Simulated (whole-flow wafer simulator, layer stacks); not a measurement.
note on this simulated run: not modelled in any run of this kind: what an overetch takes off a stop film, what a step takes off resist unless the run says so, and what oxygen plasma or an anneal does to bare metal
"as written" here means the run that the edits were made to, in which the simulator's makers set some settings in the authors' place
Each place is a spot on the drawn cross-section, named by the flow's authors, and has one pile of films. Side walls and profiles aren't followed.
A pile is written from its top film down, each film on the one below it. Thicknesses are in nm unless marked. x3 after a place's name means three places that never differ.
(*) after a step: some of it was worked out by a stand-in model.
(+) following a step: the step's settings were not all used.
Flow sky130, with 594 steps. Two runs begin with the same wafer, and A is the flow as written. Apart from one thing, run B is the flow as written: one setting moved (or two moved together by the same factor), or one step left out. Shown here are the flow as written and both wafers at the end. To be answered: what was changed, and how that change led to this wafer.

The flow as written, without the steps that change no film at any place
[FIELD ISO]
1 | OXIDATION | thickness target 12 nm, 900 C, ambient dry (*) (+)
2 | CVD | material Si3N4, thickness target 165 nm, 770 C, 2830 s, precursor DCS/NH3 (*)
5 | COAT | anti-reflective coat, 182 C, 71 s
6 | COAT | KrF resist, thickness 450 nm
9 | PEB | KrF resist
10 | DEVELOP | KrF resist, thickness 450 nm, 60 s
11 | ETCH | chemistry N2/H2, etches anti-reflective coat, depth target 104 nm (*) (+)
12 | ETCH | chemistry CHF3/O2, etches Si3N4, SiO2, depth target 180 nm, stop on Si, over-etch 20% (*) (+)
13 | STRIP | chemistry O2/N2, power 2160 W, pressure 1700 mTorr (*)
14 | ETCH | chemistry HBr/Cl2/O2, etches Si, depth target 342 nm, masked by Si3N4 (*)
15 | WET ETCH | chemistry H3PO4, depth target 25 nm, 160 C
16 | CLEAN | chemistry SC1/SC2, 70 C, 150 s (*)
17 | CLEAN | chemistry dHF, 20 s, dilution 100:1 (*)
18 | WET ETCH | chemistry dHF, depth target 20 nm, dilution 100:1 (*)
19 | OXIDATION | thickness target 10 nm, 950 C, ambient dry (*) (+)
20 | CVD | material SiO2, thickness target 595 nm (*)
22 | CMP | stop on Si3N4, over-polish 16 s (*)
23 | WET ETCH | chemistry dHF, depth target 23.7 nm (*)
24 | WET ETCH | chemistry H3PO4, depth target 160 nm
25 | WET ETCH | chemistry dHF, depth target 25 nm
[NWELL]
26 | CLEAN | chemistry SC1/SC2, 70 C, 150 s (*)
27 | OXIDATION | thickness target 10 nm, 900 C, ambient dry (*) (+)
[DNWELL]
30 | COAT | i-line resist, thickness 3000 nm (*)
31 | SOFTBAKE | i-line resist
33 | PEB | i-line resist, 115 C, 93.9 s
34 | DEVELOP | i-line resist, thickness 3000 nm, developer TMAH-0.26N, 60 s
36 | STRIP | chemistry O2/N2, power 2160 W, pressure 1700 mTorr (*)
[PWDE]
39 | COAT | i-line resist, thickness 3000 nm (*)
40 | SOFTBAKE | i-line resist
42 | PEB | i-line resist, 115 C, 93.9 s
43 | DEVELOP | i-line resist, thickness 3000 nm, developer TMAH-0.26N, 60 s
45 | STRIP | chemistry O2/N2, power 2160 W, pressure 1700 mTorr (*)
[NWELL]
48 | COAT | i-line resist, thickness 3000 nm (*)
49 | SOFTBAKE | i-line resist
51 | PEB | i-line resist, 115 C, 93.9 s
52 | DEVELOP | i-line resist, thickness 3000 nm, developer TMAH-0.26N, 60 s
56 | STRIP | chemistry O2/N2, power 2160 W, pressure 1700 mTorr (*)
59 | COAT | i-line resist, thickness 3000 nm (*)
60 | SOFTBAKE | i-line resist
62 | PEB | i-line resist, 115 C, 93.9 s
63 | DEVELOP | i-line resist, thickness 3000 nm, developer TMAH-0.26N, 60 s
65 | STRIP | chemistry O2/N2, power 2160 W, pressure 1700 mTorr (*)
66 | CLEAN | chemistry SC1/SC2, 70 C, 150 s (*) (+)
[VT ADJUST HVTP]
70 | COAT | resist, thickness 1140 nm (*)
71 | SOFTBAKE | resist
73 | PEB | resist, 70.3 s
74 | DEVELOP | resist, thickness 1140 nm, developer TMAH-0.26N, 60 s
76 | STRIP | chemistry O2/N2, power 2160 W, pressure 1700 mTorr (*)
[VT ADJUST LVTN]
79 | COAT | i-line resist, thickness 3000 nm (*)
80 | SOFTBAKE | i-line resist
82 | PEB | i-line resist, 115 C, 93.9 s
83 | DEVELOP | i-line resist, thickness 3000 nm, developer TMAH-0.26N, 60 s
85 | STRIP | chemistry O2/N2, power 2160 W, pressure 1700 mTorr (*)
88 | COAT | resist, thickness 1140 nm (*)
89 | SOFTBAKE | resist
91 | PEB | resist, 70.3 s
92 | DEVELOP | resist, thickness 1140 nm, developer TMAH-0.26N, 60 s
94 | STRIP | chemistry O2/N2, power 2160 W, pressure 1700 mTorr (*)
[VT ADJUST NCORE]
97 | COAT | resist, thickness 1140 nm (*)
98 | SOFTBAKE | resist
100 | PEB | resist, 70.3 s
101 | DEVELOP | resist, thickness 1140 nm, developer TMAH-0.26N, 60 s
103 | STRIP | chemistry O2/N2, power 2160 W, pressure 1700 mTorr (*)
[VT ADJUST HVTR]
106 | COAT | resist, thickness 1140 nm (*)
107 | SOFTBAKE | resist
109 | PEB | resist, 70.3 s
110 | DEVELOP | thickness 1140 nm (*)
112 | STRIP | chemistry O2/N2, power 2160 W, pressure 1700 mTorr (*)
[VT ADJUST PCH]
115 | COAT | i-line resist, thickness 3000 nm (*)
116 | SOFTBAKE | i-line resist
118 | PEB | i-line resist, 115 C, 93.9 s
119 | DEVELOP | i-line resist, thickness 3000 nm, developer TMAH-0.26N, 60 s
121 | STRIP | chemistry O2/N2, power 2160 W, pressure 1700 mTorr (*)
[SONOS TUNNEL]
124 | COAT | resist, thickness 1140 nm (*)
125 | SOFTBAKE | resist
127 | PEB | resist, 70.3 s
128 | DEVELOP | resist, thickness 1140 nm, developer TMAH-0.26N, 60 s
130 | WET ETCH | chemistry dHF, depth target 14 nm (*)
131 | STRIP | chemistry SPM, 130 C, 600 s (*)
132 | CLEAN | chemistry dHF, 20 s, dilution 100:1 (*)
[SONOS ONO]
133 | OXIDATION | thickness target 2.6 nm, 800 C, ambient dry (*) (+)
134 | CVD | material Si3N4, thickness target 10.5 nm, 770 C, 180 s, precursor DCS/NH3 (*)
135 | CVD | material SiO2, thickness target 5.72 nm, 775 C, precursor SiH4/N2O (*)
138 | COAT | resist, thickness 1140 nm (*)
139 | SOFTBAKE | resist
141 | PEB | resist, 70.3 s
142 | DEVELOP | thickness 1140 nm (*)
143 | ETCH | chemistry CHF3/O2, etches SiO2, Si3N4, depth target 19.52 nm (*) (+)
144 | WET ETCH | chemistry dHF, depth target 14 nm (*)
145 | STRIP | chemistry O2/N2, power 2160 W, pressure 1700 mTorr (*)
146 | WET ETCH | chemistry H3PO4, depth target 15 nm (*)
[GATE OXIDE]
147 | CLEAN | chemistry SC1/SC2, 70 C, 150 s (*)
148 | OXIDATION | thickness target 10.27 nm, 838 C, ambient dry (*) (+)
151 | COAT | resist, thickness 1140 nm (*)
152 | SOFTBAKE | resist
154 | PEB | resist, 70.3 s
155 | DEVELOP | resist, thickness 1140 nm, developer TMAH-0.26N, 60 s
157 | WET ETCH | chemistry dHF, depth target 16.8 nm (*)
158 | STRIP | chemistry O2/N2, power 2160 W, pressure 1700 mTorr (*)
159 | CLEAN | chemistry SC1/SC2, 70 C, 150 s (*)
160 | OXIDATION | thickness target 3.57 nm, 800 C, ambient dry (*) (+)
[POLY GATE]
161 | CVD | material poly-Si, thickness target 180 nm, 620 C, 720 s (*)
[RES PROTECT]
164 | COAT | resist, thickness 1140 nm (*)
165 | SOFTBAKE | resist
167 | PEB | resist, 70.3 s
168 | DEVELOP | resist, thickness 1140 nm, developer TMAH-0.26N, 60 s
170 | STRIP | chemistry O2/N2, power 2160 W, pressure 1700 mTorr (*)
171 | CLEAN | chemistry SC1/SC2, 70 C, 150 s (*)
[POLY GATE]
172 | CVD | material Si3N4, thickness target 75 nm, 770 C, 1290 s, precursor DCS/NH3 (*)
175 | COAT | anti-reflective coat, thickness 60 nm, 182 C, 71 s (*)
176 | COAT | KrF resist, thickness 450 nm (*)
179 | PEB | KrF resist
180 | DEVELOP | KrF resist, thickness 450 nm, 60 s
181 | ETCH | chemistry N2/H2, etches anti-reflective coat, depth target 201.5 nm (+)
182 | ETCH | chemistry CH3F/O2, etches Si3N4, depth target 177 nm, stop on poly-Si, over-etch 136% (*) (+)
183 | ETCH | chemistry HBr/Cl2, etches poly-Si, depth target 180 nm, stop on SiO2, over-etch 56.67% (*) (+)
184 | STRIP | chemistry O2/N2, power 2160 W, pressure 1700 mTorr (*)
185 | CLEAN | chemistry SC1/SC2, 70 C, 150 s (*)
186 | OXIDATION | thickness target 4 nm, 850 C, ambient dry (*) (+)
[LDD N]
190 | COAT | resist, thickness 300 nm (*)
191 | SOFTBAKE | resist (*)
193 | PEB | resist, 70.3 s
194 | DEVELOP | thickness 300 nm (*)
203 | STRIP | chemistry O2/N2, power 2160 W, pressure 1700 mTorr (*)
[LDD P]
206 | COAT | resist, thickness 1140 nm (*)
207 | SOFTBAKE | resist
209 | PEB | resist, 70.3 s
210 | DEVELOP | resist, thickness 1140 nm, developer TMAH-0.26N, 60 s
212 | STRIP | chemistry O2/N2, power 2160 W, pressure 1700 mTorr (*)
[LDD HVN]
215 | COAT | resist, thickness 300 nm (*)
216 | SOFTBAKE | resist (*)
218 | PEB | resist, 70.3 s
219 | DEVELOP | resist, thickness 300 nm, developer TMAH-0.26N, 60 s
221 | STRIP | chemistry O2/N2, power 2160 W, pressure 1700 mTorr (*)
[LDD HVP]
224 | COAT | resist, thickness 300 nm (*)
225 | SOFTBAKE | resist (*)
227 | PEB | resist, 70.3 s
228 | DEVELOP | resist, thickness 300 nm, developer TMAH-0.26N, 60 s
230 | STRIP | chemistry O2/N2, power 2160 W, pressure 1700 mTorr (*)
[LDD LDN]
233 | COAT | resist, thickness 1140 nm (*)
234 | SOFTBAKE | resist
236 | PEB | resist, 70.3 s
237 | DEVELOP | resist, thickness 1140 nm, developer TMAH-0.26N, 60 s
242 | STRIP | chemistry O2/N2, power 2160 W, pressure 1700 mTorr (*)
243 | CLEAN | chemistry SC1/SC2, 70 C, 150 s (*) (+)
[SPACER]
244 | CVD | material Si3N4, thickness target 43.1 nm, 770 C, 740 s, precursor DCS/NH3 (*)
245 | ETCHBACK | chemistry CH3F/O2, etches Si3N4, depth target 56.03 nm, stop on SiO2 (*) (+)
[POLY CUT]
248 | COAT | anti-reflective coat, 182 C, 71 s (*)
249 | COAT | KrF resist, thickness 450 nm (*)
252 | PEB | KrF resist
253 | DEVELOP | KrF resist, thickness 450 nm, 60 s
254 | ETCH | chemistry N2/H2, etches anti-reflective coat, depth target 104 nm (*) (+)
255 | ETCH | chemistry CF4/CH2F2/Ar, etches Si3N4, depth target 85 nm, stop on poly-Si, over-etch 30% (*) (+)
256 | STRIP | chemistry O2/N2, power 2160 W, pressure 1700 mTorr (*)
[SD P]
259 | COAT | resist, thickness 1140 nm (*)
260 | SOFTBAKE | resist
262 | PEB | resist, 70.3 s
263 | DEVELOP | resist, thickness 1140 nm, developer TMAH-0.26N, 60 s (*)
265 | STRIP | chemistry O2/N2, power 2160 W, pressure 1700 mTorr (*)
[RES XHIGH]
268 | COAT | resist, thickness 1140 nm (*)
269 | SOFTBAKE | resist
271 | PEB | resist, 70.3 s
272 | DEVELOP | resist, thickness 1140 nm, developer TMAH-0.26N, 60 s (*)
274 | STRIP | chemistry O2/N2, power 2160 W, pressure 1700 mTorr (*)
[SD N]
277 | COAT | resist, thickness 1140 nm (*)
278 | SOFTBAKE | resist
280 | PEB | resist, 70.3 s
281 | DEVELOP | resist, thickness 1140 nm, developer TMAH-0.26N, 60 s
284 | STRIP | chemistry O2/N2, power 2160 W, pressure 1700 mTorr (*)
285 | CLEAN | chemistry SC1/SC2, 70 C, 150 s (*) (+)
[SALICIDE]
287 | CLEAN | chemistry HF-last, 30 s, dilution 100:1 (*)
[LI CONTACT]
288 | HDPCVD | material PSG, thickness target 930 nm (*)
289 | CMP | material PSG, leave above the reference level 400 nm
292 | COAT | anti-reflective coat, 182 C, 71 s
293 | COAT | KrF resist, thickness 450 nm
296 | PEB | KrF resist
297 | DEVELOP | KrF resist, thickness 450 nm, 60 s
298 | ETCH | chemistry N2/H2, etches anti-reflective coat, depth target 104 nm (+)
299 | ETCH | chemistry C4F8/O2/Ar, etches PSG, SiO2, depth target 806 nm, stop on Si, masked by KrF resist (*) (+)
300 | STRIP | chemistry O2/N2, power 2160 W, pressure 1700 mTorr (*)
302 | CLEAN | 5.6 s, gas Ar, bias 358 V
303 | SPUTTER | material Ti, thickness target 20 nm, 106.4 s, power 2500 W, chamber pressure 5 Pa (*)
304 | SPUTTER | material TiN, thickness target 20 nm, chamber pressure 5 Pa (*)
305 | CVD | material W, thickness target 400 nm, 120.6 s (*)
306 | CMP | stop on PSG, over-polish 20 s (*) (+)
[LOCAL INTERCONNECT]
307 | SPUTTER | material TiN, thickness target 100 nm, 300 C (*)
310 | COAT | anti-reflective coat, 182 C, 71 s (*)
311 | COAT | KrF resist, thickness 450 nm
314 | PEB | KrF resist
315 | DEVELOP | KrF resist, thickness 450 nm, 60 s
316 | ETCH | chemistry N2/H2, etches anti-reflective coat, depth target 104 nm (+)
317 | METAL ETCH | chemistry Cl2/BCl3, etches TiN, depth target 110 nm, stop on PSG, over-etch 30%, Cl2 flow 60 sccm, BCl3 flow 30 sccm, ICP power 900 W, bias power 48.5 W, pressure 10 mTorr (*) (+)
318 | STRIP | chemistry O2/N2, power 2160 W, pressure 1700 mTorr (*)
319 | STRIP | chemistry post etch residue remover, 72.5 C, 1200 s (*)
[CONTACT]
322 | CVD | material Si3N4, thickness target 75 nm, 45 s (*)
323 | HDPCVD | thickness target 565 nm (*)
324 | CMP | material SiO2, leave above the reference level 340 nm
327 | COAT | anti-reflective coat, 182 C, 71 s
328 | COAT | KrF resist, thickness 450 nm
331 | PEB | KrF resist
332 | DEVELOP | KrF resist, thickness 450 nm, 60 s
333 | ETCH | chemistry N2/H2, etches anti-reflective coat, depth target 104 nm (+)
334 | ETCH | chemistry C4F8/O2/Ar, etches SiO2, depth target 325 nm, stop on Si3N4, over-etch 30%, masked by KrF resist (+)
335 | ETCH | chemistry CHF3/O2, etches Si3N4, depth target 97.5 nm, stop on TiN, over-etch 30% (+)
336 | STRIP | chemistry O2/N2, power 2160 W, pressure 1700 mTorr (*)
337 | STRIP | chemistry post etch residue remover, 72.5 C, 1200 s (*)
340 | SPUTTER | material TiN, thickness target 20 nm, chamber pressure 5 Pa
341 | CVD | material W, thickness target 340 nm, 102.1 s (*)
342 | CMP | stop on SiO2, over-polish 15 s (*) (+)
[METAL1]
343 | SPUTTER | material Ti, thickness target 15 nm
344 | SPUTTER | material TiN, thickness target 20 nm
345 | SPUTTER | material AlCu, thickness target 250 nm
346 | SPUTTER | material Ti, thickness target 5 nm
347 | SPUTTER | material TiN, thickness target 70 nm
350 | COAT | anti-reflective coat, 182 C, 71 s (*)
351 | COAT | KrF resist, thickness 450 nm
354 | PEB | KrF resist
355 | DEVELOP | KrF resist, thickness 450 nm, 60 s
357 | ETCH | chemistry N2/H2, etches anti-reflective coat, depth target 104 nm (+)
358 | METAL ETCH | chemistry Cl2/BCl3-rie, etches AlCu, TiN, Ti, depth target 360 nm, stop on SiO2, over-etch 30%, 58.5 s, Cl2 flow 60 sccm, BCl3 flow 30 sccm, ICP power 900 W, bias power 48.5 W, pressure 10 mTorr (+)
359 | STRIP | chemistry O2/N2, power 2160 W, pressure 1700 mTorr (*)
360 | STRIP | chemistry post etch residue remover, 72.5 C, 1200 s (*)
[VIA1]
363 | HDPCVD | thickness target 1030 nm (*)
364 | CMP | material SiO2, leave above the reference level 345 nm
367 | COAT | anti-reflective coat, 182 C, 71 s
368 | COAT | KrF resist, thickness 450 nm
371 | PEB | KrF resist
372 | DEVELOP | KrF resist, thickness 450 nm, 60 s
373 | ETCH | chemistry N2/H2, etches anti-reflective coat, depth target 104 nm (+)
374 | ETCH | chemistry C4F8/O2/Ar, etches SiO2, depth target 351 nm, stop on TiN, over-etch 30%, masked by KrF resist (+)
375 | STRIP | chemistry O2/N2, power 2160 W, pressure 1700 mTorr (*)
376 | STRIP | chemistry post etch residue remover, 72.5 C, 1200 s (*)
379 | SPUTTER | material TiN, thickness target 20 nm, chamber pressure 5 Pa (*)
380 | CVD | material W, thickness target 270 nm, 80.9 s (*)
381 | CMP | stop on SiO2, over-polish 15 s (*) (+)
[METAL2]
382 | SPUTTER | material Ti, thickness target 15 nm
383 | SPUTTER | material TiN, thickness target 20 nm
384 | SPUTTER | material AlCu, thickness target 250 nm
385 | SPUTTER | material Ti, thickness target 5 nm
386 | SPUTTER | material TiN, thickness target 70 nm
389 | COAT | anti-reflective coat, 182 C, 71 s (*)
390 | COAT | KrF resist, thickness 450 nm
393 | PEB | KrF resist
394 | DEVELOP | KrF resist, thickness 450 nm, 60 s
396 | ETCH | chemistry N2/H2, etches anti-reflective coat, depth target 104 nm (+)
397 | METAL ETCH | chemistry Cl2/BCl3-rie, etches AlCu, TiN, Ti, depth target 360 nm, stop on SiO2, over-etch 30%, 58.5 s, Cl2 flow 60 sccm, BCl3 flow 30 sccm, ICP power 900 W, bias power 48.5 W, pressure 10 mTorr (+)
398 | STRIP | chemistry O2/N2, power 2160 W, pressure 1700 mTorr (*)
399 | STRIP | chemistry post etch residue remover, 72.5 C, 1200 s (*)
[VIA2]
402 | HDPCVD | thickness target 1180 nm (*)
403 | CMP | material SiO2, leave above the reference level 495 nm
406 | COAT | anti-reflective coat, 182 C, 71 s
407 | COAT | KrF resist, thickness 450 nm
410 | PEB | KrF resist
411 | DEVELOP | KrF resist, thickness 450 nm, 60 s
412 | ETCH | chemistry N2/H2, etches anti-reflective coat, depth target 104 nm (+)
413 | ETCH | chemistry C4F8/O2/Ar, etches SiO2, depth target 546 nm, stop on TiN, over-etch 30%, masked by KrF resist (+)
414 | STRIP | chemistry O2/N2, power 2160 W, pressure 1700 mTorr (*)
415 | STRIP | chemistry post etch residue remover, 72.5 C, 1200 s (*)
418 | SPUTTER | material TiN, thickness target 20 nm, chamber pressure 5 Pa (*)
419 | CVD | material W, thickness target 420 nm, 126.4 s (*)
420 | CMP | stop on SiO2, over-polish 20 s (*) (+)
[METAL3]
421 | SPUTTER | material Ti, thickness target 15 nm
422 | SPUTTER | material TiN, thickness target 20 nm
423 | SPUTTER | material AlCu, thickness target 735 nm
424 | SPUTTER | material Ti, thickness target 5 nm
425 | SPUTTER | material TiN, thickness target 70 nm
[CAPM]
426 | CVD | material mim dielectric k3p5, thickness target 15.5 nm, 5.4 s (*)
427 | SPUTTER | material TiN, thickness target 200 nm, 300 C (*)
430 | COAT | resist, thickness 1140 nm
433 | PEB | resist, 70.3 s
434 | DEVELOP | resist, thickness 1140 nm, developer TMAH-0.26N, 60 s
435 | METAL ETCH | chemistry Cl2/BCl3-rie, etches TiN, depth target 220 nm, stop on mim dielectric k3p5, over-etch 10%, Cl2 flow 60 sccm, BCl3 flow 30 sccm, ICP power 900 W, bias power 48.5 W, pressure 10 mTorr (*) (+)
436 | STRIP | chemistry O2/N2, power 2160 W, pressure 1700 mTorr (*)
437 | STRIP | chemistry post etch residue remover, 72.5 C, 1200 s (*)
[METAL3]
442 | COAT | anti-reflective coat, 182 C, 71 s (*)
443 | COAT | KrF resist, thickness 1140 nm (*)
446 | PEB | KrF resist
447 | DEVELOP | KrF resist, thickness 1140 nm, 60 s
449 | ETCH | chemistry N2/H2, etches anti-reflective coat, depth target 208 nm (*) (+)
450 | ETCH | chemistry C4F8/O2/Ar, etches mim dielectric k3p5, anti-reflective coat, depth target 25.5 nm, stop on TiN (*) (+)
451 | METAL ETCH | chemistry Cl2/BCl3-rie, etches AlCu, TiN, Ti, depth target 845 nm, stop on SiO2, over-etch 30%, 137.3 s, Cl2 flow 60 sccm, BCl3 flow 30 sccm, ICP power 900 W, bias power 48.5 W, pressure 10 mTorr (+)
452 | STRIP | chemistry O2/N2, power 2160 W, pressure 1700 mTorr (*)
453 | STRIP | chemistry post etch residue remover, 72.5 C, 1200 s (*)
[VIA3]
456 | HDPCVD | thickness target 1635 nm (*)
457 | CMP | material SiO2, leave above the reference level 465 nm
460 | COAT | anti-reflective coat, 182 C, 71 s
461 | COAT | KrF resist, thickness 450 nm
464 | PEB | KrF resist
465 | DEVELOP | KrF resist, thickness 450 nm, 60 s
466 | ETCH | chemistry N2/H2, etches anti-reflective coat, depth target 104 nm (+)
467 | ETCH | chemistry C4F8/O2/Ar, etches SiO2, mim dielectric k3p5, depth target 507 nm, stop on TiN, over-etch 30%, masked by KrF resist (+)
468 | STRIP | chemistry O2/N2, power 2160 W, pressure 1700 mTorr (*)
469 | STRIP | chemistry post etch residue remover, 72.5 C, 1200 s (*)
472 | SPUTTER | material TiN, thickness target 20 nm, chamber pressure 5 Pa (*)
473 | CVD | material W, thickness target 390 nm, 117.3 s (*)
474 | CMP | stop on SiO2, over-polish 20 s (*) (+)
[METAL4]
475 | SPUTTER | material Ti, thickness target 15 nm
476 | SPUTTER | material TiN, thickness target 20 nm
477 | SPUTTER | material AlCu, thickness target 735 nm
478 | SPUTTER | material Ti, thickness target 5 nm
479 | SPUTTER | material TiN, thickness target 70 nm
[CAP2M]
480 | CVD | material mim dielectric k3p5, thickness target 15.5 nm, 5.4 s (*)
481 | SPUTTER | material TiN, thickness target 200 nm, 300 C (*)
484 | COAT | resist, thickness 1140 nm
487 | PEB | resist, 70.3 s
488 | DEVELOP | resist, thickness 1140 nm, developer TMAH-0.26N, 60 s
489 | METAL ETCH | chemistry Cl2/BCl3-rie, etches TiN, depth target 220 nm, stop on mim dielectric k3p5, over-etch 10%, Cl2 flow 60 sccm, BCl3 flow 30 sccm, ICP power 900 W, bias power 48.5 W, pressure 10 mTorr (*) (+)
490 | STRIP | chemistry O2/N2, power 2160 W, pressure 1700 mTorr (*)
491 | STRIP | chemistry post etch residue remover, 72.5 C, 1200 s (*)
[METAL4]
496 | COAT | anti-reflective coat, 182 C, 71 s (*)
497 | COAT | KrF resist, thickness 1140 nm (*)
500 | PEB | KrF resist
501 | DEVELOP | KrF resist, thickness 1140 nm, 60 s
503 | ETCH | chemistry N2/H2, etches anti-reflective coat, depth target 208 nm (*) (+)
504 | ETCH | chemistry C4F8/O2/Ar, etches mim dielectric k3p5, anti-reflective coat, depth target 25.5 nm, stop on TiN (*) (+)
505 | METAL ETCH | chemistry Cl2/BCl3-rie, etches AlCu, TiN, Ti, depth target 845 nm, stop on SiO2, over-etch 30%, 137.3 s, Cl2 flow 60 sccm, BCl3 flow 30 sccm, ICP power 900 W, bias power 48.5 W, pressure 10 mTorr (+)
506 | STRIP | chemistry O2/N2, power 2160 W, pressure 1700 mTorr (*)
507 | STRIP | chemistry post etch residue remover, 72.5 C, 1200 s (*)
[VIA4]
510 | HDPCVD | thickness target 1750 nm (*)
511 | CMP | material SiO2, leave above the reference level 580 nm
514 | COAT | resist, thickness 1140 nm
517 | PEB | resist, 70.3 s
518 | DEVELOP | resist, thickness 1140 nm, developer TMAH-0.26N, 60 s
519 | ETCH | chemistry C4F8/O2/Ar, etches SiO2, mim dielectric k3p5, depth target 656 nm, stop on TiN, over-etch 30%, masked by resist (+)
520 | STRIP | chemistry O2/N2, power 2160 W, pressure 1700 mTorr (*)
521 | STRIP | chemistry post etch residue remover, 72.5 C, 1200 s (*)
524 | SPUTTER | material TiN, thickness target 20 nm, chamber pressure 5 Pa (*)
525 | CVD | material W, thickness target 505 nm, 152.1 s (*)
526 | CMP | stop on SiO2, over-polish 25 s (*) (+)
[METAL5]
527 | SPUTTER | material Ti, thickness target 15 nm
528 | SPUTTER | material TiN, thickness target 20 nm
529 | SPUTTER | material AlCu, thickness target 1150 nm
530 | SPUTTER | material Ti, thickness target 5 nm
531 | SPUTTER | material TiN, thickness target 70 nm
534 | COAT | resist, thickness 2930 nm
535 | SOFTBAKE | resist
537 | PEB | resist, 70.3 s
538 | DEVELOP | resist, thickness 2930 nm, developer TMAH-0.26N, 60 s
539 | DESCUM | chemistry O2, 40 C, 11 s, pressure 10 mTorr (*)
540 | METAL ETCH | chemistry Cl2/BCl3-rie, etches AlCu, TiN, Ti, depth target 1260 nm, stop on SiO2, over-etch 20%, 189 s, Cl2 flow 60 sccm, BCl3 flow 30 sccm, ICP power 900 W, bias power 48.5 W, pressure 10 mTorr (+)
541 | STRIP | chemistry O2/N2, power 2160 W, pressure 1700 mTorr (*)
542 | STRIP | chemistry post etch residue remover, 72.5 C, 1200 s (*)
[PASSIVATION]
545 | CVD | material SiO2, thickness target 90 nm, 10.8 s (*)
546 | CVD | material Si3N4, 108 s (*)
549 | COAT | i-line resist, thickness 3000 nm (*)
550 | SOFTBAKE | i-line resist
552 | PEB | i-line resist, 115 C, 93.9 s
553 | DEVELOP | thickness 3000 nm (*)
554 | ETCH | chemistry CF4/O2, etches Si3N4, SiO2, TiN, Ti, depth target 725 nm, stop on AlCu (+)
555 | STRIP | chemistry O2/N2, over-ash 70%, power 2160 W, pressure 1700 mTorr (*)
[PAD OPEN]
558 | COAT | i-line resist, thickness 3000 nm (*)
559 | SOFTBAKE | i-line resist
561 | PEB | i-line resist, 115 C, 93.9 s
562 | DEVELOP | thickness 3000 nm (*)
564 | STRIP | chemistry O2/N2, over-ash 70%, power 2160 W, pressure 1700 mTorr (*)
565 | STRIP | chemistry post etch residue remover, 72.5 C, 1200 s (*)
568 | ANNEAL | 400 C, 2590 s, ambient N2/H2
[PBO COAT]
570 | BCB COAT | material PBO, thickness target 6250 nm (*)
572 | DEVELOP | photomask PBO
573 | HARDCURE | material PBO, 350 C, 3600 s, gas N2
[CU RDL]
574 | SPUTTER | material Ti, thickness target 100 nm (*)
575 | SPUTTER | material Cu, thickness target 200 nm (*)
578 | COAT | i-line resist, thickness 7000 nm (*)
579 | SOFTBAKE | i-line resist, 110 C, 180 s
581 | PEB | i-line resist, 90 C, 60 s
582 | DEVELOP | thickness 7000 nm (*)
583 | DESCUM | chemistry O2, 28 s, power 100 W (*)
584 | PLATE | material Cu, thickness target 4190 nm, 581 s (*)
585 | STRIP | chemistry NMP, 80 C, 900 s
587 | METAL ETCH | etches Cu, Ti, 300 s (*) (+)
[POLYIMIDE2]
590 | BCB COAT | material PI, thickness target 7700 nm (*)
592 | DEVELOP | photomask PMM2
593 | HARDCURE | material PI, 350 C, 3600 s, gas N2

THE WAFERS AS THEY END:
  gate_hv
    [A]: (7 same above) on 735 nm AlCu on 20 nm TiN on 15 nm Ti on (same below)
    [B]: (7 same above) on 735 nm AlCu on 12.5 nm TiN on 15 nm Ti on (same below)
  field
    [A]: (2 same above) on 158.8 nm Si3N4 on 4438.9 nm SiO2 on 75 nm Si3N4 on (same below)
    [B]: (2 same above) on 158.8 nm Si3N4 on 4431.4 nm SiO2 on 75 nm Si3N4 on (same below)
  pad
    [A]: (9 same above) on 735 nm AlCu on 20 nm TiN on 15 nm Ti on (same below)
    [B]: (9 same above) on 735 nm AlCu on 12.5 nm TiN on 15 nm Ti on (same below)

What caused this: step 476, SPUTTER: thickness target 12.5 nm was run, whereas the flow has thickness target 20 nm.
One can read it off the wafer: gate_hv has TiN 12.5, and step 476 as written asks for 20 nm.

The path from the change to this, step by step:
  476 | SPUTTER | material TiN, thickness target 20 nm
      field, active, n_well and 189 more: A +20 TiN (new film) | B +12.5 TiN (new film)
  505 | METAL ETCH | chemistry Cl2/BCl3-rie, etches AlCu, TiN, Ti, depth target 845 nm, stop on SiO2, over-etch 30%, 137.3 s, Cl2 flow 60 sccm, BCl3 flow 30 sccm, ICP power 900 W, bias power 48.5 W, pressure 10 mTorr (+)
      field, gate, spacer and 68 more: A -70 TiN (all of it), -5 Ti (all of it), -735 AlCu (all of it), -20 TiN (all of it), -15 Ti (all of it), -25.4 SiO2 | B -70 TiN (all of it), -5 Ti (all of it), -735 AlCu (all of it), -12.5 TiN (all of it), -15 Ti (all of it), -26.1 SiO2
      active, vpp_iso1, mim_edge_plate and 14 more: A -70 TiN (all of it), -5 Ti (all of it), -735 AlCu (all of it), -20 TiN (all of it), -15 Ti (all of it), -25.3 SiO2 | B -70 TiN (all of it), -5 Ti (all of it), -735 AlCu (all of it), -12.5 TiN (all of it), -15 Ti (all of it), -26.1 SiO2
